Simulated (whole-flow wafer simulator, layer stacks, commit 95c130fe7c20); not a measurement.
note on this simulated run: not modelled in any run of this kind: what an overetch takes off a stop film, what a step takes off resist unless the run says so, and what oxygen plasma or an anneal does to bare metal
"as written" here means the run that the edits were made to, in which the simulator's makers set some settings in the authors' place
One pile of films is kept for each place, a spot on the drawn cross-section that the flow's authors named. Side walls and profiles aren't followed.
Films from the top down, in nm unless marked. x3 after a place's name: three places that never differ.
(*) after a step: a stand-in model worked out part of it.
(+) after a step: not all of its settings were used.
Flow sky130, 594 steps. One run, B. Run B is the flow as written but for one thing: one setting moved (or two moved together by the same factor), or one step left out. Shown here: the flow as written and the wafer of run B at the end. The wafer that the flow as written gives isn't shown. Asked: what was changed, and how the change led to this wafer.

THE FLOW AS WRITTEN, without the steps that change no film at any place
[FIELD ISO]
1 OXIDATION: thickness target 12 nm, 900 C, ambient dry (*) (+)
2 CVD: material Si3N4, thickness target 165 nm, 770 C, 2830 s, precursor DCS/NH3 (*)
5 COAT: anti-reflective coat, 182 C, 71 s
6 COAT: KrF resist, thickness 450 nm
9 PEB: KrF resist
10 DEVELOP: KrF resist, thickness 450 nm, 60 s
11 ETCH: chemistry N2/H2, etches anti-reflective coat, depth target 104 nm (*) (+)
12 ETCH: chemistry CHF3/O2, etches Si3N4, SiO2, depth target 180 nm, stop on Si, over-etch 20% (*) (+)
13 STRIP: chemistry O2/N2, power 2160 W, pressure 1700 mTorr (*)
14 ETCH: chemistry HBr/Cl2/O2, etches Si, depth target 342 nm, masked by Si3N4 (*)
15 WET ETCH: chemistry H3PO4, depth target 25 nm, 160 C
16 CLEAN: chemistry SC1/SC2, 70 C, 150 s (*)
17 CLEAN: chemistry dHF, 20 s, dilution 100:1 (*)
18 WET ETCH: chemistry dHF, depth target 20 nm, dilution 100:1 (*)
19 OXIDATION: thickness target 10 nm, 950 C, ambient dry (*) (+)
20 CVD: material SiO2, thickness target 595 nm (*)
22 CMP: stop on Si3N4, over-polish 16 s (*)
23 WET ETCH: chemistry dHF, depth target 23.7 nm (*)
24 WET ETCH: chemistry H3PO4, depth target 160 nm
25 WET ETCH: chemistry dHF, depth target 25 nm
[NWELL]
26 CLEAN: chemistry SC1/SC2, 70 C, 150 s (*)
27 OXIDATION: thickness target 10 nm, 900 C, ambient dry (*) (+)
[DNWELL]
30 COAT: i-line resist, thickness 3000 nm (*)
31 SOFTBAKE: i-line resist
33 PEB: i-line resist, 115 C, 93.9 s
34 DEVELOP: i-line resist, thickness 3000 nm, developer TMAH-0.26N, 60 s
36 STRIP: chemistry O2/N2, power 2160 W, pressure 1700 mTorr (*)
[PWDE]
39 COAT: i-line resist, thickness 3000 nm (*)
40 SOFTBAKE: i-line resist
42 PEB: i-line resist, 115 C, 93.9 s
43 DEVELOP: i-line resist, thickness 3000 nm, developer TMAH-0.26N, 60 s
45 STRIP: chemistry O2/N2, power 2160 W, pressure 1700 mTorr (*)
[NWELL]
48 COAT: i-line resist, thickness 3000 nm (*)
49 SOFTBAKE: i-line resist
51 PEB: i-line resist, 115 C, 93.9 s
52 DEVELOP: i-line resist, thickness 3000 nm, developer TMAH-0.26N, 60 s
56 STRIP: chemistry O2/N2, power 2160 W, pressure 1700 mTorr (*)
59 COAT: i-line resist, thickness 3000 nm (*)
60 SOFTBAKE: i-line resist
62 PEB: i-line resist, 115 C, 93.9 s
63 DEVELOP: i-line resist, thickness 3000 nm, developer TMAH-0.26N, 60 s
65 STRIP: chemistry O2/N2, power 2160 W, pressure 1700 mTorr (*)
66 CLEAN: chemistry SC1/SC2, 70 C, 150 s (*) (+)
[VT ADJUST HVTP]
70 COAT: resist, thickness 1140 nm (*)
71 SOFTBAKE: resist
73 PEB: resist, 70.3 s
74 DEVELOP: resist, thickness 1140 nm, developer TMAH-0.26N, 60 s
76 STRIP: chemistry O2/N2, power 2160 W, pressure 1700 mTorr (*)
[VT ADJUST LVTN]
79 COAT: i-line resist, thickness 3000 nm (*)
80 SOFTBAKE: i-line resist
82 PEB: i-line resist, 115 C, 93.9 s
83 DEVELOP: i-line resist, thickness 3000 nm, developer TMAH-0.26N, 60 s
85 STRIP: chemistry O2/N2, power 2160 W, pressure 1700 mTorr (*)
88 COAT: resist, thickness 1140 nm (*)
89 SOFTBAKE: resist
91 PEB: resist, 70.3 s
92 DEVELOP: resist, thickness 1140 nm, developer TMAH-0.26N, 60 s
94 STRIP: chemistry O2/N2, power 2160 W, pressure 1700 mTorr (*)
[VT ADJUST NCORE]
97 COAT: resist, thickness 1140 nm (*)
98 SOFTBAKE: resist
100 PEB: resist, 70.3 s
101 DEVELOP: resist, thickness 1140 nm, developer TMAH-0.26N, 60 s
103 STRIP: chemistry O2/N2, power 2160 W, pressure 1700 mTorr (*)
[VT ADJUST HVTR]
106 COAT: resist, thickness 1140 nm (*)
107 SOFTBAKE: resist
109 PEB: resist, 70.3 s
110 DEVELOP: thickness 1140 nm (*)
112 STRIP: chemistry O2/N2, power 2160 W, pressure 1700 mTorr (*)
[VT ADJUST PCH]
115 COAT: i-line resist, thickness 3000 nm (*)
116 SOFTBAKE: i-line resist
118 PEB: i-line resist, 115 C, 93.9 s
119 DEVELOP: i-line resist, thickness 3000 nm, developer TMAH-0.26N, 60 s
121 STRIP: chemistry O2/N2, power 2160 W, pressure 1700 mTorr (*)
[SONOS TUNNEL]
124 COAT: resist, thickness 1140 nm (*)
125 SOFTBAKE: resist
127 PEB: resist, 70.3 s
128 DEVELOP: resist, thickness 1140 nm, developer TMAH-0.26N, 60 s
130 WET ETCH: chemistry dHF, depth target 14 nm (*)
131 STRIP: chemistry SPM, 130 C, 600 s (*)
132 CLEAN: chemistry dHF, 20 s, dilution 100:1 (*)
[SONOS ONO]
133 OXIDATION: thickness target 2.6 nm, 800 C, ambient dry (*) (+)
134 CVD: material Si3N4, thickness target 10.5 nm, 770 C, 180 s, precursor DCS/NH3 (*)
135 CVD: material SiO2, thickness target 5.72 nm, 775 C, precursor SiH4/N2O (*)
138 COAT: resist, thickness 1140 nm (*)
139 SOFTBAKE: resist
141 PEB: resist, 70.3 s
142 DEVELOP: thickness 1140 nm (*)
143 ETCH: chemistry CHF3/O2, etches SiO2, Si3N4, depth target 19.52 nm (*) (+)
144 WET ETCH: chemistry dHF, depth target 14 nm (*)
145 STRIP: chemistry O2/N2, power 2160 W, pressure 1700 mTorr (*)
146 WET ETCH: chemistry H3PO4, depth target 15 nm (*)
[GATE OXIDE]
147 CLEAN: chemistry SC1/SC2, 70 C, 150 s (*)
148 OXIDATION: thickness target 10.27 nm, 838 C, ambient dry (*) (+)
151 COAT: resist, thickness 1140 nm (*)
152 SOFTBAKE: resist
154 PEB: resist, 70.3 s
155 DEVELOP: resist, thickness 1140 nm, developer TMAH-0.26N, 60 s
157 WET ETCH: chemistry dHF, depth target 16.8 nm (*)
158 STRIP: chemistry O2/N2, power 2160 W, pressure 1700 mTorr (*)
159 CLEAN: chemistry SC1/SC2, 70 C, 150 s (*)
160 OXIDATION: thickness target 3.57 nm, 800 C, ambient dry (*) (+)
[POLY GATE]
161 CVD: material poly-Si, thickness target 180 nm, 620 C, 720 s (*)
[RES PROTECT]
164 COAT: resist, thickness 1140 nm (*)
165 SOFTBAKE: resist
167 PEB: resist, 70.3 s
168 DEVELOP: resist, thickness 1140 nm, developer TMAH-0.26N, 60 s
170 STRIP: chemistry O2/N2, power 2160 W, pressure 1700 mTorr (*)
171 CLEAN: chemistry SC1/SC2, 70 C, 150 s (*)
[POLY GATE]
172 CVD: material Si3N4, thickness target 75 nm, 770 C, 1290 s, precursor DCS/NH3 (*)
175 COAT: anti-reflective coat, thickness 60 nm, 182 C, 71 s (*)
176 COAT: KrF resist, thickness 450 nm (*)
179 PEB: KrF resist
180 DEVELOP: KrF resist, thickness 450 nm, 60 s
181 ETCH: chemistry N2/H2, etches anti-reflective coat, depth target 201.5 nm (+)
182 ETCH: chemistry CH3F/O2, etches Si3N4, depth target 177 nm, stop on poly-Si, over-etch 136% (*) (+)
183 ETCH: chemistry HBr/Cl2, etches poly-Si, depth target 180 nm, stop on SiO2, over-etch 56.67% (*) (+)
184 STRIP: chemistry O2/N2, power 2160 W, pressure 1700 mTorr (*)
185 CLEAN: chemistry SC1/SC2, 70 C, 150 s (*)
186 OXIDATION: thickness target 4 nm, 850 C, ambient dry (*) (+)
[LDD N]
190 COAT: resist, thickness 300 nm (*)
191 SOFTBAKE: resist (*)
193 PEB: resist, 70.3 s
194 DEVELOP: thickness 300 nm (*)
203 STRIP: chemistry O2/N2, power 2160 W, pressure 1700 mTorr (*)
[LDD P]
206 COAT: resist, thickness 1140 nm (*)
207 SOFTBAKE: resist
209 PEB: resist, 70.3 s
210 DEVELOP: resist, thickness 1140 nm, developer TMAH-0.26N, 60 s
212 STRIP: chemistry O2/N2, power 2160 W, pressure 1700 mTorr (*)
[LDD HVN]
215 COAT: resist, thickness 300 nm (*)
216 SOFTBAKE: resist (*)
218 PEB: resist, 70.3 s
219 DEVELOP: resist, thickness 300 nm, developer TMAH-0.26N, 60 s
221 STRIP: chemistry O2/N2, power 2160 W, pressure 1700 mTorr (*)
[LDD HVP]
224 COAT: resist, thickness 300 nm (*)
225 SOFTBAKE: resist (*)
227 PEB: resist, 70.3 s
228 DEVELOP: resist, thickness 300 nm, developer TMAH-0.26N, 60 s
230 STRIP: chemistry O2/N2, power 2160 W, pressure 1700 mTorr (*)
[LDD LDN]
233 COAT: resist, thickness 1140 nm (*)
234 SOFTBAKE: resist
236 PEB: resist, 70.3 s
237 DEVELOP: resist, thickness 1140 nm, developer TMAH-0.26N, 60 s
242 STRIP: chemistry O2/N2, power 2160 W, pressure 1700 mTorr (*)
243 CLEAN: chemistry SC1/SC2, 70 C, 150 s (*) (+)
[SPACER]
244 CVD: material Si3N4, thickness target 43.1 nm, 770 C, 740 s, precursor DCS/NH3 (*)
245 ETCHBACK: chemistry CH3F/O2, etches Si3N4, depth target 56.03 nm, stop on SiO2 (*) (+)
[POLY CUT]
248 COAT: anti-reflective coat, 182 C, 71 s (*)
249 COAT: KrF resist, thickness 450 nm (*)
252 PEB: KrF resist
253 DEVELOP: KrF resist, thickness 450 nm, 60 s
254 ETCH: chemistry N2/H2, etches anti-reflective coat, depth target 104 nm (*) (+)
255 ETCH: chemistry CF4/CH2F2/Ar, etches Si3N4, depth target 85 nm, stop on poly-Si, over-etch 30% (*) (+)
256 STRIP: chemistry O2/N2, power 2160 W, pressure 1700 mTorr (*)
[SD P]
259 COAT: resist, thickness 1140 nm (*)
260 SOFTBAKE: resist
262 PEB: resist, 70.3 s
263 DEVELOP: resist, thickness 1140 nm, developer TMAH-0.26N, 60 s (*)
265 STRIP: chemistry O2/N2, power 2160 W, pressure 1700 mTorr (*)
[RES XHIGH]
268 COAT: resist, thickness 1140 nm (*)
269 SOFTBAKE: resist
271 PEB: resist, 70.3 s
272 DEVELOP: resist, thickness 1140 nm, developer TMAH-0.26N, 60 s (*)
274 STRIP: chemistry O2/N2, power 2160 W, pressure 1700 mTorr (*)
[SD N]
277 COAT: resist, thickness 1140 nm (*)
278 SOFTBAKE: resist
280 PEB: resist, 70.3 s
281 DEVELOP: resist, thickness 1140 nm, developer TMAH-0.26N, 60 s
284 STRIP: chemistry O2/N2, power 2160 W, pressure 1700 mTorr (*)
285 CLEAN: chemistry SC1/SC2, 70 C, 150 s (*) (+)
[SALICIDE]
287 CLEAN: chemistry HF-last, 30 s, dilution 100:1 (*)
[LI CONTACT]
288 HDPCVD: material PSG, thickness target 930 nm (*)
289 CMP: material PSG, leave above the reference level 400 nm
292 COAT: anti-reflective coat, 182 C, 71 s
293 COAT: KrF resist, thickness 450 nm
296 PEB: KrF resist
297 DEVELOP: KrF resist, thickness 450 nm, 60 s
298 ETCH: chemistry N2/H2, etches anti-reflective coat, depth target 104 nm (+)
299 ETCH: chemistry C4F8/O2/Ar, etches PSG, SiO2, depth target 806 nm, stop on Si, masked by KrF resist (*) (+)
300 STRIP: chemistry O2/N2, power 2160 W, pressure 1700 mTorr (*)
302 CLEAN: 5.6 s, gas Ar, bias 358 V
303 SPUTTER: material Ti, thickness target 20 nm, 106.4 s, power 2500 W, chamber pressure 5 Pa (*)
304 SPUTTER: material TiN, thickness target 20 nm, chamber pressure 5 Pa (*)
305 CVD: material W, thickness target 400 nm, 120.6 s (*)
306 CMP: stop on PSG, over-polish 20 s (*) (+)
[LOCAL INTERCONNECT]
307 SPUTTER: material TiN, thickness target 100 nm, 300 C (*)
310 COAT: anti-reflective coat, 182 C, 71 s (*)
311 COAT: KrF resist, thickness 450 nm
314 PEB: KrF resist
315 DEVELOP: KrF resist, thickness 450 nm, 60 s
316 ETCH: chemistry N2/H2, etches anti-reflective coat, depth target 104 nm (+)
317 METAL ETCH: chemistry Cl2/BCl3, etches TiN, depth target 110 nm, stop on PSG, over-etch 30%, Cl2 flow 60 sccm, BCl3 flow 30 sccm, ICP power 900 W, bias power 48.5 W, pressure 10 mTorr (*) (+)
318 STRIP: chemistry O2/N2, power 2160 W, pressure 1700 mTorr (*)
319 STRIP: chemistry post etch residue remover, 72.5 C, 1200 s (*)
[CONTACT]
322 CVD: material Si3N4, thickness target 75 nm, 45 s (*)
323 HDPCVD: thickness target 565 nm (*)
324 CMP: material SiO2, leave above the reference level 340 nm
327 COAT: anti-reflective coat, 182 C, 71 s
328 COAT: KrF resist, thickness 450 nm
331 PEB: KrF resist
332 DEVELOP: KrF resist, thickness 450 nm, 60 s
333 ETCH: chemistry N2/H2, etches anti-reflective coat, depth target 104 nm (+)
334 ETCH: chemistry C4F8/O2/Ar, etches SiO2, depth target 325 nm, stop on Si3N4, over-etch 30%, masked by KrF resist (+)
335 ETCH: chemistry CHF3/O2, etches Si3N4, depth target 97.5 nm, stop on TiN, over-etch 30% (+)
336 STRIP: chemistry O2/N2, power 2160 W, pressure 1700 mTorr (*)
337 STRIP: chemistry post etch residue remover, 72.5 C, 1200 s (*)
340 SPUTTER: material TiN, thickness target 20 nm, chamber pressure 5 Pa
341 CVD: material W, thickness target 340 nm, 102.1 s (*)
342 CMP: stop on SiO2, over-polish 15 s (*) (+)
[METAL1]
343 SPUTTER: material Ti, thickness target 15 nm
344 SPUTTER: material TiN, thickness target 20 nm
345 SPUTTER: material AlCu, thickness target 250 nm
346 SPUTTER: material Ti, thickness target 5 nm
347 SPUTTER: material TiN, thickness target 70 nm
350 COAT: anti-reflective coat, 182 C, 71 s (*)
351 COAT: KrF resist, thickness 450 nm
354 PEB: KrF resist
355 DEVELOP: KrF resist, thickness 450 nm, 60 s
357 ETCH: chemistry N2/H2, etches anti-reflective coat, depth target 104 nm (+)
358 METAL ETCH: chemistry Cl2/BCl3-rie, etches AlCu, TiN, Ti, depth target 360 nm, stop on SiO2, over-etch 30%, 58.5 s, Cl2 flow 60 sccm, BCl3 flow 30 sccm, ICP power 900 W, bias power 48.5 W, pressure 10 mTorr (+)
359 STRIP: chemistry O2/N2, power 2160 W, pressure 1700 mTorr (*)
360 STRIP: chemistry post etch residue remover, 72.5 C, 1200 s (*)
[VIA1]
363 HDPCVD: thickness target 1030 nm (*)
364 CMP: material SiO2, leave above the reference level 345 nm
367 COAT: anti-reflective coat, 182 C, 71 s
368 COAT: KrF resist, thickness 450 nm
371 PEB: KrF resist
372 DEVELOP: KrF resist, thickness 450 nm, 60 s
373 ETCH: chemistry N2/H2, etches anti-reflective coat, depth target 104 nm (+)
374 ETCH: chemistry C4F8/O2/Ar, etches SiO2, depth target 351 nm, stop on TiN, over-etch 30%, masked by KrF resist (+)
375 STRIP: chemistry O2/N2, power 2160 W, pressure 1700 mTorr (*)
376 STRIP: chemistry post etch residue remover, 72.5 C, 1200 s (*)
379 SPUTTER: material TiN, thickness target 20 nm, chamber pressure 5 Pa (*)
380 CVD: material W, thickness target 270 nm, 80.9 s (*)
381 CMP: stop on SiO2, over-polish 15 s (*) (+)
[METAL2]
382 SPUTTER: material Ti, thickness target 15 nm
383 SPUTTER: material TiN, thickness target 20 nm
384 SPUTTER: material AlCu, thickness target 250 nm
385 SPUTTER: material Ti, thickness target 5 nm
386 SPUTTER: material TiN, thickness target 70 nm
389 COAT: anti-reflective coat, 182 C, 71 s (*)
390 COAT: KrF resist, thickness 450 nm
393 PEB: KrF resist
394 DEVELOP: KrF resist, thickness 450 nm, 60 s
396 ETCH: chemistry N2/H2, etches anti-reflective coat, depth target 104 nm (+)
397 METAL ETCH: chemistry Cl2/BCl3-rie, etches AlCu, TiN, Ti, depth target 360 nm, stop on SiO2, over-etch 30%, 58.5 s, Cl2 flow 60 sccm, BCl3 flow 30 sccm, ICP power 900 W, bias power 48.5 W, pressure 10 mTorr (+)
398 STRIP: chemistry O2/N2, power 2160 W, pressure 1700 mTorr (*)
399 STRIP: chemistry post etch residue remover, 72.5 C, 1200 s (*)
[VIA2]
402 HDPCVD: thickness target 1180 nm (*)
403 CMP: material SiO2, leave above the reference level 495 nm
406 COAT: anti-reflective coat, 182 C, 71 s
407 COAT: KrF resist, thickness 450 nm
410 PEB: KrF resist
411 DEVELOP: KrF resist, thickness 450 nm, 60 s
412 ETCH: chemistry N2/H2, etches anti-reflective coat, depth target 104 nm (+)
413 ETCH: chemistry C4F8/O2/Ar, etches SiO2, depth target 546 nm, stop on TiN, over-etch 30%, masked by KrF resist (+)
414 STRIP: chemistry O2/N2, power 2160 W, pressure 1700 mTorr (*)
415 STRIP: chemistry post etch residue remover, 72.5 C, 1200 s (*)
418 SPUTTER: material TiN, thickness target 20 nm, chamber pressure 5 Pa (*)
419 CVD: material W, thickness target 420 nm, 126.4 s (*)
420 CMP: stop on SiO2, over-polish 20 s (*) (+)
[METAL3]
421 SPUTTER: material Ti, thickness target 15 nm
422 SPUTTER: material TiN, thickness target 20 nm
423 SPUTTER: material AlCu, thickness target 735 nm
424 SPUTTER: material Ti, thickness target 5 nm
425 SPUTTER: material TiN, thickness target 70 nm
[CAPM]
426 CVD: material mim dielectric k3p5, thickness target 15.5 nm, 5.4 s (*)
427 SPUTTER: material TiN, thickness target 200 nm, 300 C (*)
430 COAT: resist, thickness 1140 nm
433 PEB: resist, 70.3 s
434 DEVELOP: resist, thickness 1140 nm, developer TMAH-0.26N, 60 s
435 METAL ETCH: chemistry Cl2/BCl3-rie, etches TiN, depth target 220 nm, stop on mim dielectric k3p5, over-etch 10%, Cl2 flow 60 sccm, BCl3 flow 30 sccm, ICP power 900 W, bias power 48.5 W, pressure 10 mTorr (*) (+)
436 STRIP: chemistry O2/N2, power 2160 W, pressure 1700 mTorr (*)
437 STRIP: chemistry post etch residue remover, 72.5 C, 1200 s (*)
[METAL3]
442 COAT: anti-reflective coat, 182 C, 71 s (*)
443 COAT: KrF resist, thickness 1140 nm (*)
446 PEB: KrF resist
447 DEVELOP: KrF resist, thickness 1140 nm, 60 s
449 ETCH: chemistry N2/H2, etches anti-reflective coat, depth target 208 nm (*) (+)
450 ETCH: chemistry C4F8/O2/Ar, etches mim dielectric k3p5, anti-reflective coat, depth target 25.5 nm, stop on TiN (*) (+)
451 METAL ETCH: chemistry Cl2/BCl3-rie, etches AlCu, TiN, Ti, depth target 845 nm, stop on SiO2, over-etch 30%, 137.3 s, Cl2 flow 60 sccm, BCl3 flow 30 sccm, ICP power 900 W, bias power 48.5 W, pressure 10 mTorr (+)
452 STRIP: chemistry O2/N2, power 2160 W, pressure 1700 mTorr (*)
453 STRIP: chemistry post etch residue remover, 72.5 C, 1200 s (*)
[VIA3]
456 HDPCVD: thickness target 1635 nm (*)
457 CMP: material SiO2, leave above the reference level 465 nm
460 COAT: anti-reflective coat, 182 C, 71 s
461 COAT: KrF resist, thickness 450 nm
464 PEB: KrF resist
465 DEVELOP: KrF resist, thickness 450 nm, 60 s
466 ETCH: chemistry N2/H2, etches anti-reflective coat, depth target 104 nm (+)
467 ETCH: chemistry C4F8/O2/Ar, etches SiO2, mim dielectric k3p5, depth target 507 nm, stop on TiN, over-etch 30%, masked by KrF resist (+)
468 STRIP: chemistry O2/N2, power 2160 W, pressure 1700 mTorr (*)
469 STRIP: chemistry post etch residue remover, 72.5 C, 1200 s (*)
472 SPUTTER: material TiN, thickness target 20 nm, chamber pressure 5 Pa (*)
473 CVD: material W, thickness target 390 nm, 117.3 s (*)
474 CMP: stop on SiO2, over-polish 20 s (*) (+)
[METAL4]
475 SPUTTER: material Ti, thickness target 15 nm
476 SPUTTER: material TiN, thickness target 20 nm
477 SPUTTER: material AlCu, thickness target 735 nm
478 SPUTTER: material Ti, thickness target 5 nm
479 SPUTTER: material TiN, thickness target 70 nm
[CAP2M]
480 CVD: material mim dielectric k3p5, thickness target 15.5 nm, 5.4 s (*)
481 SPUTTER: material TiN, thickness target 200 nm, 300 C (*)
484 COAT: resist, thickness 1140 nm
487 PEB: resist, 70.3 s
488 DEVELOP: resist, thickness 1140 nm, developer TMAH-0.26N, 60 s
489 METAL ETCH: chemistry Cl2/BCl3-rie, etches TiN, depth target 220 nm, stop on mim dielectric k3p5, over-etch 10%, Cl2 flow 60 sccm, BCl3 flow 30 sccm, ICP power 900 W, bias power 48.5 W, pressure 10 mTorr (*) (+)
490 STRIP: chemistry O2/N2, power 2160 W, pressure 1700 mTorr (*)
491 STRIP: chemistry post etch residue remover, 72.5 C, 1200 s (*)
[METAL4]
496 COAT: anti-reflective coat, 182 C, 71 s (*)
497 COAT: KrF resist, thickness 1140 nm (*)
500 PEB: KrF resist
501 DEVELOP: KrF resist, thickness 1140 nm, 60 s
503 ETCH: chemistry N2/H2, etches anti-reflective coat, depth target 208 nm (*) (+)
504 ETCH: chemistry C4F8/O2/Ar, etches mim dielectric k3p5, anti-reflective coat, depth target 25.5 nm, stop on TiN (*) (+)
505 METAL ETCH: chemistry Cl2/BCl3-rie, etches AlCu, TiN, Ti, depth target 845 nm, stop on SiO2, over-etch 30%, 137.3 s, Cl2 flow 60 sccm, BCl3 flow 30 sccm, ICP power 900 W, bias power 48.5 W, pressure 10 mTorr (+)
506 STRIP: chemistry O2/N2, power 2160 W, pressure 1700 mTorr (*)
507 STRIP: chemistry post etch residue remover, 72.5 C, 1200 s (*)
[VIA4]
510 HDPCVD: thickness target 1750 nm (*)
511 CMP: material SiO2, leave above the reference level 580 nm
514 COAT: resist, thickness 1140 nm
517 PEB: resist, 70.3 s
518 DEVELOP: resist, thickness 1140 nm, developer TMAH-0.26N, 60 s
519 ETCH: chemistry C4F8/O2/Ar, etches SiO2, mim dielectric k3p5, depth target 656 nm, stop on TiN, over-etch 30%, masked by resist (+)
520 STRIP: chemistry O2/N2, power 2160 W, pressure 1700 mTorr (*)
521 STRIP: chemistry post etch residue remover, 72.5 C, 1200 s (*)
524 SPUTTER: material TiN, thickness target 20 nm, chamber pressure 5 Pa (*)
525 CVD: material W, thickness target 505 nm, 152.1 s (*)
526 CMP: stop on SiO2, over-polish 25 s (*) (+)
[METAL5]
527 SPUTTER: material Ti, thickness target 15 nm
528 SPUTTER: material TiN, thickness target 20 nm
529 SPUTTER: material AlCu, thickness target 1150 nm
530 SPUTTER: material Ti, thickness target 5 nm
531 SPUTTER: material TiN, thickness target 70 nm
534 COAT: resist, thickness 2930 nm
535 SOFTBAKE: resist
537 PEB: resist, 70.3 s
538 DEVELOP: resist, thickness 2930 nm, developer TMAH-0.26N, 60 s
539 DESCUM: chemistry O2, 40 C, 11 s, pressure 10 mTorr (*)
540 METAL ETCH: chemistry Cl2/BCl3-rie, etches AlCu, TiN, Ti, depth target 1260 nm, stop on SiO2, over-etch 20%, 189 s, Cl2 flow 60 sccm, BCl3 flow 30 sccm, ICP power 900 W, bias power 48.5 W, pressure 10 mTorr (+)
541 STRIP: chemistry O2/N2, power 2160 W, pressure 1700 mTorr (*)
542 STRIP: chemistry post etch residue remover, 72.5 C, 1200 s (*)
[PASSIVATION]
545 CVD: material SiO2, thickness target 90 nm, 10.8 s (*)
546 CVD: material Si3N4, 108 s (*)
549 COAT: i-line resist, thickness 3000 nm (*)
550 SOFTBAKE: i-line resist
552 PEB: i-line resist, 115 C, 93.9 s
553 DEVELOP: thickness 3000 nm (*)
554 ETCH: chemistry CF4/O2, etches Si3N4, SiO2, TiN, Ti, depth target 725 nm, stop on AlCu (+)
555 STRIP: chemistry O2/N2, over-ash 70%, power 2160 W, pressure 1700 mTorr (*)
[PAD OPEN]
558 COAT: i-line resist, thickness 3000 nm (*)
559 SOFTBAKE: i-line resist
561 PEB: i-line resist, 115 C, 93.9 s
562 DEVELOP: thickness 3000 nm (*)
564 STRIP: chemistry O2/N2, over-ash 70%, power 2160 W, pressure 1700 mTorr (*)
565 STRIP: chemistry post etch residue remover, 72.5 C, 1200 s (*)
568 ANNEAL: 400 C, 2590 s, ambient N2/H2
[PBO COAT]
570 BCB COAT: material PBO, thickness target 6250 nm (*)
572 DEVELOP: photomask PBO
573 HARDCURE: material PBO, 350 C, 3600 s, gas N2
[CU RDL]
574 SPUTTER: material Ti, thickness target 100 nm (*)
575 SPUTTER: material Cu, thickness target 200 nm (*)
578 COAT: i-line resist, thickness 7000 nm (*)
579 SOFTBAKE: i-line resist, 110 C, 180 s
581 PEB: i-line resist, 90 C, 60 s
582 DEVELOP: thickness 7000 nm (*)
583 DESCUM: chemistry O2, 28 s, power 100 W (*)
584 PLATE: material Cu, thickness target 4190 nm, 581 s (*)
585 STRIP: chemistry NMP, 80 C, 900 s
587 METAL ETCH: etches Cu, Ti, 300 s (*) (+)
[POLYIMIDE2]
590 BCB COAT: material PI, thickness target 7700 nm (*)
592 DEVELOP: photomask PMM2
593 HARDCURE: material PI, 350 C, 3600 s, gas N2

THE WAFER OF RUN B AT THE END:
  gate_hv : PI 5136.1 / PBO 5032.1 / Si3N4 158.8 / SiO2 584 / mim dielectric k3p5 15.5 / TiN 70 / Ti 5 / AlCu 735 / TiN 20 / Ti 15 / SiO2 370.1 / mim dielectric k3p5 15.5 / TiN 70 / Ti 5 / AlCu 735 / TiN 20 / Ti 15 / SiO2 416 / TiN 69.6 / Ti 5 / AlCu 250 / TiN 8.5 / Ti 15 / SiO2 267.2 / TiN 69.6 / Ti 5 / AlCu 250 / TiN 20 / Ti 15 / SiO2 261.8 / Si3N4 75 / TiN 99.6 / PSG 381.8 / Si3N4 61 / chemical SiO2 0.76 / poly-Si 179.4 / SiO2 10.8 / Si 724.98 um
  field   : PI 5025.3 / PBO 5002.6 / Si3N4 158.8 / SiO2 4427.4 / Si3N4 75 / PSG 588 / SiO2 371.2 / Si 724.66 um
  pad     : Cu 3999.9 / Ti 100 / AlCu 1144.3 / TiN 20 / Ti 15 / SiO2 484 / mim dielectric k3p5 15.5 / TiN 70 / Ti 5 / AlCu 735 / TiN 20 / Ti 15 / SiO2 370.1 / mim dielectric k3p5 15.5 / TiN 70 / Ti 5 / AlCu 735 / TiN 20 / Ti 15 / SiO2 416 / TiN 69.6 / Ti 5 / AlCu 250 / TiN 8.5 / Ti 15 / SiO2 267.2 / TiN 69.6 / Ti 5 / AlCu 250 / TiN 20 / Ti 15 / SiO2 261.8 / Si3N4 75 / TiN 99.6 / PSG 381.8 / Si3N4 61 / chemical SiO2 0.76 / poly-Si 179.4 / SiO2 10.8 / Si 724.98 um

The cause: step 383, SPUTTER: thickness target 8.5 nm was run, where the flow has thickness target 20 nm.
It can be read off the wafer: gate_hv has TiN 8.5, and step 383 as written asks for 20 nm.

How the change led to this, step by step:
  383 SPUTTER: material TiN, thickness target 20 nm
      field, active, n_well and 188 more: TiN +8.5 (new film) (as written it would be: TiN +20 (new film))
  397 METAL ETCH: chemistry Cl2/BCl3-rie, etches AlCu, TiN, Ti, depth target 360 nm, stop on SiO2, over-etch 30%, 58.5 s, Cl2 flow 60 sccm, BCl3 flow 30 sccm, ICP power 900 W, bias power 48.5 W, pressure 10 mTorr (+)
      field, active, gate and 82 more: TiN -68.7 (all of it), Ti -5 (all of it), AlCu -250 (all of it), TiN -8.5 (all of it), Ti -15 (all of it), SiO2 -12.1 (as written it would be: TiN -68.7 (all of it), Ti -5 (all of it), AlCu -250 (all of it), TiN -20 (all of it), Ti -15 (all of it), SiO2 -10.9)
  403 CMP: material SiO2, leave above the reference level 495 nm
      field, active, gate and 82 more: SiO2 -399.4 (as written it would be: SiO2 -389.1)
